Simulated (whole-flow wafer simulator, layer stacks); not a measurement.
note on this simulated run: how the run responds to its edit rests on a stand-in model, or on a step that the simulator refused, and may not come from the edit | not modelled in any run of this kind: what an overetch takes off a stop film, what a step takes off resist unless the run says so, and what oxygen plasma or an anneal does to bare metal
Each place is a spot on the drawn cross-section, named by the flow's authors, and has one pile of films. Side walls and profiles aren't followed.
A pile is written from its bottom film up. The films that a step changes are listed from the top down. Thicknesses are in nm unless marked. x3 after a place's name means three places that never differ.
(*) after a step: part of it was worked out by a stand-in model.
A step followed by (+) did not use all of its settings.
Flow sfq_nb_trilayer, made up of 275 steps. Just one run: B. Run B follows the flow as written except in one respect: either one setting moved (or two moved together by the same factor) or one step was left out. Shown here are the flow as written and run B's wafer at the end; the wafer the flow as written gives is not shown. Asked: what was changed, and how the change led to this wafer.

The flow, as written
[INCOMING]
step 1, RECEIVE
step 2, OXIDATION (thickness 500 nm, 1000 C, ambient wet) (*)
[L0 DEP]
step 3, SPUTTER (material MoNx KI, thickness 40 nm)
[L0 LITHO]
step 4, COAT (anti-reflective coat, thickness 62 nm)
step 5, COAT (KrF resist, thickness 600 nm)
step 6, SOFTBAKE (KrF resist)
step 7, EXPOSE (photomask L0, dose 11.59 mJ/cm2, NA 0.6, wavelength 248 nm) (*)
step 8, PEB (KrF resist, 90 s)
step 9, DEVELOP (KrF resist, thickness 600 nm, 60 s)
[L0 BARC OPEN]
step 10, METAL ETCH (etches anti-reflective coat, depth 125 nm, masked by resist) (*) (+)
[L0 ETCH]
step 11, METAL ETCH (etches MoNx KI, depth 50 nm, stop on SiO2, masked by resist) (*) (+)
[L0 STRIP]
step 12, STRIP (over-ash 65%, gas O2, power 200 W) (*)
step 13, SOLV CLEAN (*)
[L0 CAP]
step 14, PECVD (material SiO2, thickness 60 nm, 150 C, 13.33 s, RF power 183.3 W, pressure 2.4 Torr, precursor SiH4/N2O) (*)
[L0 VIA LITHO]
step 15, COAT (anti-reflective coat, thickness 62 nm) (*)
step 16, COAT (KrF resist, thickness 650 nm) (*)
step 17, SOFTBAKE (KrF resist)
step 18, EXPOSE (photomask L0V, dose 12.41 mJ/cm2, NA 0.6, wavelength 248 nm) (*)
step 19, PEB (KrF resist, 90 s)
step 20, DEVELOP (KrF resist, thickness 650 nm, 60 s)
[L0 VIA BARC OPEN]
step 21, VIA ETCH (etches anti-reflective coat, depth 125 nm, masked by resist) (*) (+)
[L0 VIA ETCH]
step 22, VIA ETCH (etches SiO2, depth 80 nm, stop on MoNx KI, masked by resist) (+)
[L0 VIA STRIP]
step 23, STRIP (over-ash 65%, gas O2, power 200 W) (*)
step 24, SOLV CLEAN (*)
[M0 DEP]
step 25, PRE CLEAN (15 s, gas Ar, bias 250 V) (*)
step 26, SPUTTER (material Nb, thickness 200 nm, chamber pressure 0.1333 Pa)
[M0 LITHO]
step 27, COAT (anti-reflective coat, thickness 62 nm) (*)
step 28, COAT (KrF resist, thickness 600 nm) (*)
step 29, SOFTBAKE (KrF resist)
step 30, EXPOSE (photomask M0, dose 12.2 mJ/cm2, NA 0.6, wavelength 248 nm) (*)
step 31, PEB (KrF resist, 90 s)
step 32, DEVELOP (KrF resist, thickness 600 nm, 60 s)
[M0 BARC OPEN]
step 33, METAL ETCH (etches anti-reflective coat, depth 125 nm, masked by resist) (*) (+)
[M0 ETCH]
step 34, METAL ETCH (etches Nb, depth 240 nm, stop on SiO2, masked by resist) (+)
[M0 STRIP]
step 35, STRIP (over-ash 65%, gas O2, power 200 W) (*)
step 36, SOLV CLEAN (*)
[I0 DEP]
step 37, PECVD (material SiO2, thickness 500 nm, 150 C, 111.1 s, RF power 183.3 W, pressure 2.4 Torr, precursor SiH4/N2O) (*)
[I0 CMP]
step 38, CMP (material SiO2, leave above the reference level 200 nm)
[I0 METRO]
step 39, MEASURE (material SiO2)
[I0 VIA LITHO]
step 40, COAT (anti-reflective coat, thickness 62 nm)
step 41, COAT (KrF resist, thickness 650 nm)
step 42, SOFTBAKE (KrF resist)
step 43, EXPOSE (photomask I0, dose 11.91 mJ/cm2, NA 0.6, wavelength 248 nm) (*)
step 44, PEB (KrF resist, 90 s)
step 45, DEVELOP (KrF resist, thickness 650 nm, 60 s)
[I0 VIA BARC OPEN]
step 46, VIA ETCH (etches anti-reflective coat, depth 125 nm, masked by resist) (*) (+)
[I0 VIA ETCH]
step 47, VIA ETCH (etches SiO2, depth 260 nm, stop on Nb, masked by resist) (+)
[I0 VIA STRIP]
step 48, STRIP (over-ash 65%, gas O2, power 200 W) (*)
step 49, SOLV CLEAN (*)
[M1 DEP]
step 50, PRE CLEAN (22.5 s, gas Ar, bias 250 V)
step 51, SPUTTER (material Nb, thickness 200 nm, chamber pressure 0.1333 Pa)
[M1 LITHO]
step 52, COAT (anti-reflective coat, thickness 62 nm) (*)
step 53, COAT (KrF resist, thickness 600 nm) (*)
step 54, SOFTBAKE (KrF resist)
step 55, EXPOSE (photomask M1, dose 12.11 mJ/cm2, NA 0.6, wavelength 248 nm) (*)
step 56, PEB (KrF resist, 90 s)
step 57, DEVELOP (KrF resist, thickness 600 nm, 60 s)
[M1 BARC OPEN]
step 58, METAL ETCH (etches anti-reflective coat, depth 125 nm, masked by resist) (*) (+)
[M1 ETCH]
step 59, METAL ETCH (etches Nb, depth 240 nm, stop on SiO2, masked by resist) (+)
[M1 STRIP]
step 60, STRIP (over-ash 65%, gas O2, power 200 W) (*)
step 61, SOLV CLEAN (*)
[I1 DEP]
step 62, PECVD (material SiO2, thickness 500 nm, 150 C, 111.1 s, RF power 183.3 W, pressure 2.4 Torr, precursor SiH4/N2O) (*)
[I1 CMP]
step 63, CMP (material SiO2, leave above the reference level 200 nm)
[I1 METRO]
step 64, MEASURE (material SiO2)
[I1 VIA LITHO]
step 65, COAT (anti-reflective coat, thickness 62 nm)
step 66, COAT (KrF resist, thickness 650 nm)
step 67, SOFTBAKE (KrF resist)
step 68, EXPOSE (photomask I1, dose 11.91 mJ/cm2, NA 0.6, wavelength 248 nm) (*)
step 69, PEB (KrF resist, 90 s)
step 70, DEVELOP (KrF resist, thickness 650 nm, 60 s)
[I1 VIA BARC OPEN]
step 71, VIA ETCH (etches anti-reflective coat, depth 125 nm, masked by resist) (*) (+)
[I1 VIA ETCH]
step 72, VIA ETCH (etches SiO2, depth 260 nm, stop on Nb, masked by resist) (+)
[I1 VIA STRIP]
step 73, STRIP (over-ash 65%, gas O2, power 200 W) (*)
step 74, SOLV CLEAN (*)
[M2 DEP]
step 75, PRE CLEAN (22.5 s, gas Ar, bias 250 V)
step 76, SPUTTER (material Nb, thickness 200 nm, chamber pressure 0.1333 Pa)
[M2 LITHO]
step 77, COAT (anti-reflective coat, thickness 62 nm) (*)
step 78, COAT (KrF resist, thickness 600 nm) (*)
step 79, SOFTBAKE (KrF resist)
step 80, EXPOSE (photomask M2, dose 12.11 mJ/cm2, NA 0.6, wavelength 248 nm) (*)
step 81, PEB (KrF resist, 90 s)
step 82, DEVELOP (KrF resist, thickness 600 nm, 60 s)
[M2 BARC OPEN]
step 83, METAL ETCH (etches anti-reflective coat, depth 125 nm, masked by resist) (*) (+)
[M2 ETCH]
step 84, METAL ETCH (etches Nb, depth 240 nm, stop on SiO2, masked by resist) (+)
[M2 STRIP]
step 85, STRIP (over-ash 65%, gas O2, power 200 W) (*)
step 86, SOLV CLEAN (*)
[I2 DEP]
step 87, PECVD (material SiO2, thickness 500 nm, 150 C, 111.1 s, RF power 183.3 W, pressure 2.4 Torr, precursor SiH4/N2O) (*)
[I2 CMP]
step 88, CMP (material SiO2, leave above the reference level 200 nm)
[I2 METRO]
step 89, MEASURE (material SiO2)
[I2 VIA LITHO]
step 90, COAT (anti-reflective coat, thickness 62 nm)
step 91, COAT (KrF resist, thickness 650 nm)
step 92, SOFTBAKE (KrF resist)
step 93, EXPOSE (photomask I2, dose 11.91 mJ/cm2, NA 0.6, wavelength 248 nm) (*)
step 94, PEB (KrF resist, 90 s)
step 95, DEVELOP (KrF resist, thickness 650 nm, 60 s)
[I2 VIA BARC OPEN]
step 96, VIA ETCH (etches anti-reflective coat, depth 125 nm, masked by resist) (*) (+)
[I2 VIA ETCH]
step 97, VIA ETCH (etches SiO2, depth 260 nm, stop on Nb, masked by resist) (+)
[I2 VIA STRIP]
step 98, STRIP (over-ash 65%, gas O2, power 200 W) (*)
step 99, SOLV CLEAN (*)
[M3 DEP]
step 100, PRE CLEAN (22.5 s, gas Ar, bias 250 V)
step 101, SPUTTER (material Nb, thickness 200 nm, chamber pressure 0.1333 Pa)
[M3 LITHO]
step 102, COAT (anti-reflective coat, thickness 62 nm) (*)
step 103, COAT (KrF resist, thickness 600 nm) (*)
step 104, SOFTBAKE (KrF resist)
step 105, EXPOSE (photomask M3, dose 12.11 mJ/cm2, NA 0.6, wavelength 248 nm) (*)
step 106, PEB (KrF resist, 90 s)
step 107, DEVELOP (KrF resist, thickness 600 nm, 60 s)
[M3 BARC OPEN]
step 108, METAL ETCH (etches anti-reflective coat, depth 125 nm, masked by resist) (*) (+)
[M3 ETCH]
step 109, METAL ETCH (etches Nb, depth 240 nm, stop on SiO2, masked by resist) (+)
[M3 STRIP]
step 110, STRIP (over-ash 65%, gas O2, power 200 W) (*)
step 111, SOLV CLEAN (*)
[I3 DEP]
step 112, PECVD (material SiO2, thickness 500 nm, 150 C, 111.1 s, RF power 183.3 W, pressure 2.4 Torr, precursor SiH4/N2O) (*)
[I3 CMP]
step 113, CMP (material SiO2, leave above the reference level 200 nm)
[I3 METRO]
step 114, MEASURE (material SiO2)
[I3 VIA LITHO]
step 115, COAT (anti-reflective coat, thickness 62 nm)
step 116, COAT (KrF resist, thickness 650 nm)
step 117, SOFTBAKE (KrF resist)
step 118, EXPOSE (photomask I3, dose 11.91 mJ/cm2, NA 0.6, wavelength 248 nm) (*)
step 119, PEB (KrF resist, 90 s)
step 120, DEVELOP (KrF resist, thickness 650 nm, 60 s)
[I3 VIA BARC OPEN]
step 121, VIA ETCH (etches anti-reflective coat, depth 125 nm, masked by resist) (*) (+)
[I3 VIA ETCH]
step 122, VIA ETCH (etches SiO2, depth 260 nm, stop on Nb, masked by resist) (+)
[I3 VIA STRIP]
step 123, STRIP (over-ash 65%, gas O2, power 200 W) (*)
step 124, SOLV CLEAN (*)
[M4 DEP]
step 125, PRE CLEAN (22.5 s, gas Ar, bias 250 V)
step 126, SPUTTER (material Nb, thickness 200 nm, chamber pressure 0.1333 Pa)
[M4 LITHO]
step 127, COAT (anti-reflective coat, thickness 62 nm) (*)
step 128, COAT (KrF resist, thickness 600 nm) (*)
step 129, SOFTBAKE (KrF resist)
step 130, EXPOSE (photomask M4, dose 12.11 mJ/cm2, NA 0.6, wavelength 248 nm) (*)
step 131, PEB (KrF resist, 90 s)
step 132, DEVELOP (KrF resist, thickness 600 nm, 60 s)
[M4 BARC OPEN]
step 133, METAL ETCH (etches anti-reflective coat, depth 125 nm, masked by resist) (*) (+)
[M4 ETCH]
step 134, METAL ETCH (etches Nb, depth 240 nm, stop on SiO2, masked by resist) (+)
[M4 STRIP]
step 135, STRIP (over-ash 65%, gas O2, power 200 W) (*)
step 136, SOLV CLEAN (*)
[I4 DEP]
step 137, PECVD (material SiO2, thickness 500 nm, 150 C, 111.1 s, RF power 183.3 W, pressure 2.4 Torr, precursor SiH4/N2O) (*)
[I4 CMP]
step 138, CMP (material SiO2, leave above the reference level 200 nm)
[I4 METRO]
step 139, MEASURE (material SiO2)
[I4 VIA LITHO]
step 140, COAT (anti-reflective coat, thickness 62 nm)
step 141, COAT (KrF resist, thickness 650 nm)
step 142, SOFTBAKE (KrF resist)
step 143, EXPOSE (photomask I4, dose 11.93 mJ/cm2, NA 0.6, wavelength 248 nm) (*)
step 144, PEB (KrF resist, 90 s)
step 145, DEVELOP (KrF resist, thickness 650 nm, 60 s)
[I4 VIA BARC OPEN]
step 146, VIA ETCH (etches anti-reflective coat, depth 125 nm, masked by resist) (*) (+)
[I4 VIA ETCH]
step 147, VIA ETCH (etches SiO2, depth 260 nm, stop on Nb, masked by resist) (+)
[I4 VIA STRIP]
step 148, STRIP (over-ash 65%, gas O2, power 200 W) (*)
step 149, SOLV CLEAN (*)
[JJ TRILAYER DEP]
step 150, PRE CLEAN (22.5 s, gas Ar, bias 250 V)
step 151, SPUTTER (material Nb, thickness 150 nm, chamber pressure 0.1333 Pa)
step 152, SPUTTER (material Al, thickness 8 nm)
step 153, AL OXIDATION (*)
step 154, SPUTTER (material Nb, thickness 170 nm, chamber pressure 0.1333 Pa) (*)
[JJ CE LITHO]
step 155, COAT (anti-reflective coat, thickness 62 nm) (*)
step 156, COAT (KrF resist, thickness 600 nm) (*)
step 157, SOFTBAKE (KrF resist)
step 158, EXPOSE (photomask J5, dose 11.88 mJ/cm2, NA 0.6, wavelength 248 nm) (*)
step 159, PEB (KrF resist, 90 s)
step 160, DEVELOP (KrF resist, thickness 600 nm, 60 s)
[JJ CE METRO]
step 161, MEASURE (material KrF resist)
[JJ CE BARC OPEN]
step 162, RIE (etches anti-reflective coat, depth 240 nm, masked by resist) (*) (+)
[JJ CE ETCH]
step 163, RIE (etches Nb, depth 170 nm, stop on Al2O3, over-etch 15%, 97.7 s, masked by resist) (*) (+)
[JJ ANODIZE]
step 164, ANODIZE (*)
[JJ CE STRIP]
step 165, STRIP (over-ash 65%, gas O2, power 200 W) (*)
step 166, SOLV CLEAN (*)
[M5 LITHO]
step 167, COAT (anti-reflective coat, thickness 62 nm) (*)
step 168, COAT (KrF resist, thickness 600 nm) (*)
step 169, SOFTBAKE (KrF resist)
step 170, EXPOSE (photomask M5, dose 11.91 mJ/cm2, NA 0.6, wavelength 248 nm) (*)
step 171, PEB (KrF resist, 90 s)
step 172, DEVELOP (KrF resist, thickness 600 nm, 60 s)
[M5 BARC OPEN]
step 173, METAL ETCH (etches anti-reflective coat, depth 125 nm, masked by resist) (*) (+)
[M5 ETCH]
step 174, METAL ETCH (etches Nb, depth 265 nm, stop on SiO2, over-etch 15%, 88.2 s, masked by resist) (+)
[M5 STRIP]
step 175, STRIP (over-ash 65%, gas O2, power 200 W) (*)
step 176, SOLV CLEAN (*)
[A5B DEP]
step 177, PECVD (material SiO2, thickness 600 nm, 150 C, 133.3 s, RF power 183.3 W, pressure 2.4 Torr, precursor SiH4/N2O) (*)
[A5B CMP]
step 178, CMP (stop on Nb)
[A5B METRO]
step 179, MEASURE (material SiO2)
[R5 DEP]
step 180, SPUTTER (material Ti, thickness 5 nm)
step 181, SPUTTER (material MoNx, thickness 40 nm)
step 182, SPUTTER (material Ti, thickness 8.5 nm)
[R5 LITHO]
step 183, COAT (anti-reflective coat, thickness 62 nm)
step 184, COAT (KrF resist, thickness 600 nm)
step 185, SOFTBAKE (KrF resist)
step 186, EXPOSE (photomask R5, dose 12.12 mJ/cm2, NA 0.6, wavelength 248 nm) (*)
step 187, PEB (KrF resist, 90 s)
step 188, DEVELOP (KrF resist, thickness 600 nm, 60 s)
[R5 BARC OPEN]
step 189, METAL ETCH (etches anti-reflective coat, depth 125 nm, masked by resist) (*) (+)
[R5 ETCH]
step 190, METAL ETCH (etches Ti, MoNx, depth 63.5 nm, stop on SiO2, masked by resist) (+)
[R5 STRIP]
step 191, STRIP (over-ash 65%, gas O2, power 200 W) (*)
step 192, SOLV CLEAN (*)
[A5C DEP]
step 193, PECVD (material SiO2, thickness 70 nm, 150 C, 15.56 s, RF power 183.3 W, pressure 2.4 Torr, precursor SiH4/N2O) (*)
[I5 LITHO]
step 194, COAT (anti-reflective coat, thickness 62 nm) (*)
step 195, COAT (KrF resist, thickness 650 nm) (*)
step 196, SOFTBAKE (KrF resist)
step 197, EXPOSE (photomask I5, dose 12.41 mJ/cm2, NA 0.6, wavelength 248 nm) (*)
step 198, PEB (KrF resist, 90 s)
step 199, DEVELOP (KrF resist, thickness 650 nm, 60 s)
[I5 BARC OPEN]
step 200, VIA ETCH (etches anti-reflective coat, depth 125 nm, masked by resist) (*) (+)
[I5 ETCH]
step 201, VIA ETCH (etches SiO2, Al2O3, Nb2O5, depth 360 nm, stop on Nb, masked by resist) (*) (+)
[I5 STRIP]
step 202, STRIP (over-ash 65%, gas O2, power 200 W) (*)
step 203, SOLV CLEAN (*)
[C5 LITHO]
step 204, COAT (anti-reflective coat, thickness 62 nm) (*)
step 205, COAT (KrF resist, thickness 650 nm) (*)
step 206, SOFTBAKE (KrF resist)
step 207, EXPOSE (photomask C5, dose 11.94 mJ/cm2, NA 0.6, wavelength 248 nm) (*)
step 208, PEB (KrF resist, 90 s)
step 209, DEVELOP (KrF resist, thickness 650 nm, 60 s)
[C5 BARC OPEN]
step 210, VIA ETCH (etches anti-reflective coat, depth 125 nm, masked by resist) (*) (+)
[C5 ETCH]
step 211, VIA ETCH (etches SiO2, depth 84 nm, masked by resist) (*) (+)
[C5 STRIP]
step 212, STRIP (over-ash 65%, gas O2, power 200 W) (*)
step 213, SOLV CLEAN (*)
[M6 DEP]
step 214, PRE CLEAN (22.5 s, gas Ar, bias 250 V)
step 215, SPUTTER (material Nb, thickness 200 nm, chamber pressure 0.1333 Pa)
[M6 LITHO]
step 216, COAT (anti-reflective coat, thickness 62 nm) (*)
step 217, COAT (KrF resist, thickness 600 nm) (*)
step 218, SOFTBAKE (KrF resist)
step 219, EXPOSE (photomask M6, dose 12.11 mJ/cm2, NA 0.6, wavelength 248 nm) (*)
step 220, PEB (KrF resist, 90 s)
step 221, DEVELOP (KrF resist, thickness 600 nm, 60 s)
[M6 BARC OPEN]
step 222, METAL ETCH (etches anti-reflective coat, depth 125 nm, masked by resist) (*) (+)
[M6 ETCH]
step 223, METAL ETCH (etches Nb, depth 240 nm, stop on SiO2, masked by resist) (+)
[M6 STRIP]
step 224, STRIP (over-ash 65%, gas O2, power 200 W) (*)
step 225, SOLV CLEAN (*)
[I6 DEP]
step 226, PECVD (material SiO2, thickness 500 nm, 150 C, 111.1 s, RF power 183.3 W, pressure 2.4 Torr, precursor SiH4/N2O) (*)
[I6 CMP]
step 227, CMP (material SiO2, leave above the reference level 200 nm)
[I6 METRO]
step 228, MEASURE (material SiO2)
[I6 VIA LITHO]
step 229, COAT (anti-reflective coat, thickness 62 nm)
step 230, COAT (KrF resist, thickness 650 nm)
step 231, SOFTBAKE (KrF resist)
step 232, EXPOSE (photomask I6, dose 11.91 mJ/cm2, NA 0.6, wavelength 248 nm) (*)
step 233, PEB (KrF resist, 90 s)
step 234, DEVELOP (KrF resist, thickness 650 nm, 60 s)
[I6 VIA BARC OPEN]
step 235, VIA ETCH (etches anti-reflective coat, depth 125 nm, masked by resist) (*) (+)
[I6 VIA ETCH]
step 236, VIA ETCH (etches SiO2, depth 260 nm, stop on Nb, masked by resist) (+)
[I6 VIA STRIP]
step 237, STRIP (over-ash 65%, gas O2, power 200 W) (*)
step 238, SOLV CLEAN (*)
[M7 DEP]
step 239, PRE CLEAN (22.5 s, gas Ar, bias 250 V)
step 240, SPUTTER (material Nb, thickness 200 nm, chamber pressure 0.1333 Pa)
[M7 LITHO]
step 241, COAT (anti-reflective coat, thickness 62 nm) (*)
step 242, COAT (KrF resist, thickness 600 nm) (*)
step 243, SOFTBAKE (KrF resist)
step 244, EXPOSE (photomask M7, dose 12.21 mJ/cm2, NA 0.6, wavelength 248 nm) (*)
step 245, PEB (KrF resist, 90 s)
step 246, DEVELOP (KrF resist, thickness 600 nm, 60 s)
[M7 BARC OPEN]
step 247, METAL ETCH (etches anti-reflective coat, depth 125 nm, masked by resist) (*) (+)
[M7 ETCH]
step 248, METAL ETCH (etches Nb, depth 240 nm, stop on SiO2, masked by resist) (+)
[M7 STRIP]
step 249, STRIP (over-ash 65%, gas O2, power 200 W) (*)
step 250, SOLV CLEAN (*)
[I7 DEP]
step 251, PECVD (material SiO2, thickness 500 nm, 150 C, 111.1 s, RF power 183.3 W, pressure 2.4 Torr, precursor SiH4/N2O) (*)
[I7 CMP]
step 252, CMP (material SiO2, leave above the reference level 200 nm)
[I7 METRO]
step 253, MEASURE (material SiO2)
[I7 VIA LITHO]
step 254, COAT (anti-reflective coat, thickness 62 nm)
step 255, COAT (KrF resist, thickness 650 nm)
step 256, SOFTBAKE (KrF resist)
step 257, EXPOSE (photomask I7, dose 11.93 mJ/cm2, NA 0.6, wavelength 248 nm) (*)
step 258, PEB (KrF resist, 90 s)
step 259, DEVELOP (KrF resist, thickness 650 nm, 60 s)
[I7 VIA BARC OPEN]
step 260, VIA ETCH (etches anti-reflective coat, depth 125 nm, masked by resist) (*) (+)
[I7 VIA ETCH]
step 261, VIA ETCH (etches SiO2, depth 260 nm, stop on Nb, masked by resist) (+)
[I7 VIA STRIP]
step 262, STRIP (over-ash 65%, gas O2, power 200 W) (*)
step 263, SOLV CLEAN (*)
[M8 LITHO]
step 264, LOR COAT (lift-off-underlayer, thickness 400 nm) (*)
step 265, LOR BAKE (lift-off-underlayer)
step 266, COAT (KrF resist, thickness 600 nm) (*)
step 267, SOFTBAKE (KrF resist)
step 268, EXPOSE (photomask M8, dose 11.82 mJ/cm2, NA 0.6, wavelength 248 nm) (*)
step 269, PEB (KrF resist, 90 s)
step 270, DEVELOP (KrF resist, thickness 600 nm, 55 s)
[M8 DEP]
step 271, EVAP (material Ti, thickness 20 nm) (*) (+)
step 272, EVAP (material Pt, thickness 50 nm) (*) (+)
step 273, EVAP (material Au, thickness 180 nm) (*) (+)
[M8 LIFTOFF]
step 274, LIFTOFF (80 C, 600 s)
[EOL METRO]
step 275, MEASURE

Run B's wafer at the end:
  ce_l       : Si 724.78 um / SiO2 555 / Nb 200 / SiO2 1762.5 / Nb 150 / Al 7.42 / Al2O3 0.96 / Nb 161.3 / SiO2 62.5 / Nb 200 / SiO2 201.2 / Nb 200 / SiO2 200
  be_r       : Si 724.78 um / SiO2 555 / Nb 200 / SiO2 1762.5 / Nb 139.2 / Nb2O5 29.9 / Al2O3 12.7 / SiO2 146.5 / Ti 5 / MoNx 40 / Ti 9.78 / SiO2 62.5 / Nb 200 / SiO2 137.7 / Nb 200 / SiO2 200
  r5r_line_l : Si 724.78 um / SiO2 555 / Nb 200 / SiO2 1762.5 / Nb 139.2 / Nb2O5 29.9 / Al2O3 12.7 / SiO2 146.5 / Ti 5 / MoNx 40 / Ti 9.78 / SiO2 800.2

What caused this: step 182, SPUTTER: thickness 9.775 nm was run, whereas the flow has thickness 8.5 nm.
The wafer itself shows it: be_r has Ti 9.78, and step 182 as written asks for 8.5 nm.

Step by step, how the change led to this:
  step 182, SPUTTER (material Ti, thickness 8.5 nm)
      field_l, v_sur, via_wl and 103 more: Ti gains 9.78 (new film) (it would be, as written: Ti gains 8.5 (new film))
  step 190, METAL ETCH (etches Ti, MoNx, depth 63.5 nm, stop on SiO2, masked by resist) (+)
      field_l, v_sur, via_wl and 92 more: Ti loses 9.78 (all of it), MoNx loses 40 (all of it), Ti loses 5 (all of it) (it would be, as written: Ti loses 8.5 (all of it), MoNx loses 40 (all of it), Ti loses 5 (all of it))
      ce_l, c5j, ce_r, wl_jj: Ti loses 9.78 (all of it), MoNx loses 40 (all of it), Ti loses 5 (all of it), Nb loses 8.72 (it would be, as written: Ti loses 8.5 (all of it), MoNx loses 40 (all of it), Ti loses 5 (all of it), Nb loses 10)
